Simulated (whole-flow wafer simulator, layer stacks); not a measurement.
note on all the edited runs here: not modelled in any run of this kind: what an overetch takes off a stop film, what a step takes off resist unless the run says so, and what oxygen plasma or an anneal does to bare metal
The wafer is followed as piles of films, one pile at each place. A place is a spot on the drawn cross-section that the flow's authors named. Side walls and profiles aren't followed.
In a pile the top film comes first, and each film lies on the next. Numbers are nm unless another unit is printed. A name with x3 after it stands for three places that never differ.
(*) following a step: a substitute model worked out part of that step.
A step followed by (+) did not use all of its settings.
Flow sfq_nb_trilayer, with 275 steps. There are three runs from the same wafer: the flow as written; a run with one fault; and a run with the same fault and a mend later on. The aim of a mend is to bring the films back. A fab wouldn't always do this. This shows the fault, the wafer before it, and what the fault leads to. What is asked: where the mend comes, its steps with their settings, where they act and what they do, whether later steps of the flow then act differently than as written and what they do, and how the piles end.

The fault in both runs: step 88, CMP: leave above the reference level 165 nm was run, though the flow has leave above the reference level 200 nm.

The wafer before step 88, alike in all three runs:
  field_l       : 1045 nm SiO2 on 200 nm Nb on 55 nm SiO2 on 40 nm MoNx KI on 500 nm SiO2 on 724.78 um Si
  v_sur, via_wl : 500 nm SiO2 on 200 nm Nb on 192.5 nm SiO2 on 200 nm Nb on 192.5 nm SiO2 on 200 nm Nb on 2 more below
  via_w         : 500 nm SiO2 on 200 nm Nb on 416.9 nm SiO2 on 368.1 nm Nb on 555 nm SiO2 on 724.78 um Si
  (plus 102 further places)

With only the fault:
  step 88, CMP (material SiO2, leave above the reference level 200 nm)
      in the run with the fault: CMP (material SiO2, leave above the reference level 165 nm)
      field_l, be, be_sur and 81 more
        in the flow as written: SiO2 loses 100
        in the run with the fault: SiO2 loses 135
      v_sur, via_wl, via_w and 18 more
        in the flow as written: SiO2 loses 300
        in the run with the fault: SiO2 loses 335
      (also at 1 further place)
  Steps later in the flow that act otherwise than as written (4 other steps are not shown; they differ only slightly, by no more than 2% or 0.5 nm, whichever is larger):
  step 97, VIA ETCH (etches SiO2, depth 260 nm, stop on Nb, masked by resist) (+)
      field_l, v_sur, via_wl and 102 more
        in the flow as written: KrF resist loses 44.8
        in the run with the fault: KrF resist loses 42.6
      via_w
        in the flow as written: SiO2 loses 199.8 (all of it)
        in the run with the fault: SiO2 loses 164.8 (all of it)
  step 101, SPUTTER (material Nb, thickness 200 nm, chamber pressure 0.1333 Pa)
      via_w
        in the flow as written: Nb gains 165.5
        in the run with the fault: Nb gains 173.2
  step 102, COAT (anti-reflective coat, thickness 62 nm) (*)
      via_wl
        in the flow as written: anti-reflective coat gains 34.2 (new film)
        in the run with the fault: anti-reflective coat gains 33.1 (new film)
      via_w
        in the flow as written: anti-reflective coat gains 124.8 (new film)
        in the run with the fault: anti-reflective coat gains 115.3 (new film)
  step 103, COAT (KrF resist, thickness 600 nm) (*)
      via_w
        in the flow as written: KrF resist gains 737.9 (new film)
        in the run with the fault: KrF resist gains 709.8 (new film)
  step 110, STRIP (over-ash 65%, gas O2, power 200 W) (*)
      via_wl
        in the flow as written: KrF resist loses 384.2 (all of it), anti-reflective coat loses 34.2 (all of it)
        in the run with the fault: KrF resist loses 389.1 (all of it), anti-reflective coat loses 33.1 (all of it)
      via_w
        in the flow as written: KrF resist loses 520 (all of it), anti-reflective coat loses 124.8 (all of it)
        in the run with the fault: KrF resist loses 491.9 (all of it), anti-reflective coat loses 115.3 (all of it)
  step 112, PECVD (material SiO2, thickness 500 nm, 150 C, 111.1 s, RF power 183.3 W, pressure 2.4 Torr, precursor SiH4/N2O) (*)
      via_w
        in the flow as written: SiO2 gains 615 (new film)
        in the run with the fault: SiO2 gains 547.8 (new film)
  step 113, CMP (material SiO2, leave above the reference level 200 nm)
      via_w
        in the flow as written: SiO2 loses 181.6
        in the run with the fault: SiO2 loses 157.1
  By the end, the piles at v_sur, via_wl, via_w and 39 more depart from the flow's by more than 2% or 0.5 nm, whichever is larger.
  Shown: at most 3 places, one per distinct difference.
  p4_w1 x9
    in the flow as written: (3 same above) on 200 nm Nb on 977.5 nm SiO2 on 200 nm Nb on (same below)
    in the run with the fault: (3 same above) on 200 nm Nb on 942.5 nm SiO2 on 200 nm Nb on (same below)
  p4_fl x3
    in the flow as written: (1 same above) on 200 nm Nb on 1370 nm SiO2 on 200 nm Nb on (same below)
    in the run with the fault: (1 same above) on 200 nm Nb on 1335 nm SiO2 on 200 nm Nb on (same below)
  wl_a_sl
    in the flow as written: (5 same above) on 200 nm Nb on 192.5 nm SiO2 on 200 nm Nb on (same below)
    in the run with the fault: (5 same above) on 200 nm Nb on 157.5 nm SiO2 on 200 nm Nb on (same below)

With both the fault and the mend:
  The mend stands after step 95.
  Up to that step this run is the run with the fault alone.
  step 95a, STRIP (over-ash 65%, gas O2, power 200 W) (*)
      field_l, v_sur, via_wl and 102 more
        KrF resist loses 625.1 (all of it), anti-reflective coat loses 62 (all of it)
      via_w
        anti-reflective coat loses 62 (all of it)
  step 95b, PECVD (material SiO2, thickness 35 nm, 150 C, 7.778 s, RF power 183.3 W, pressure 2.4 Torr, precursor SiH4/N2O) (the flow's step 87, run once more with other settings)
      field_l, v_sur, via_wl and 103 more
        SiO2 gains 35
  step 95c, COAT (anti-reflective coat, thickness 62 nm) (the flow's step 90, run once more)
      field_l, v_sur, via_wl and 103 more
        anti-reflective coat gains 62 (new film)
  step 95d, COAT (KrF resist, thickness 650 nm) (the flow's step 91, run once more)
      field_l, v_sur, via_wl and 103 more
        KrF resist gains 650 (new film)
  step 95e, SOFTBAKE (KrF resist) (the flow's step 92, run once more)
      leaves every film unchanged at each place that is followed
  step 95f, EXPOSE (photomask I2, dose 11.91 mJ/cm2, NA 0.6, wavelength 248 nm) (*) (the flow's step 93, run once more)
      leaves every film unchanged at each place that is followed
  step 95g, PEB (KrF resist, 90 s) (the flow's step 94, run once more)
      field_l, v_sur, via_wl and 103 more
        KrF resist loses 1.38
  step 95h, DEVELOP (KrF resist, thickness 650 nm, 60 s) (the flow's step 95, run once more)
      field_l, v_sur, via_wl and 102 more
        KrF resist loses 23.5
      via_w
        KrF resist loses 648.6 (all of it)
  Every later step of the flow that is run acts as written, at every place that is followed, to within 2% or 0.5 nm, whichever is larger.
  By the end, the piles equal the flow's at every place that both follow.
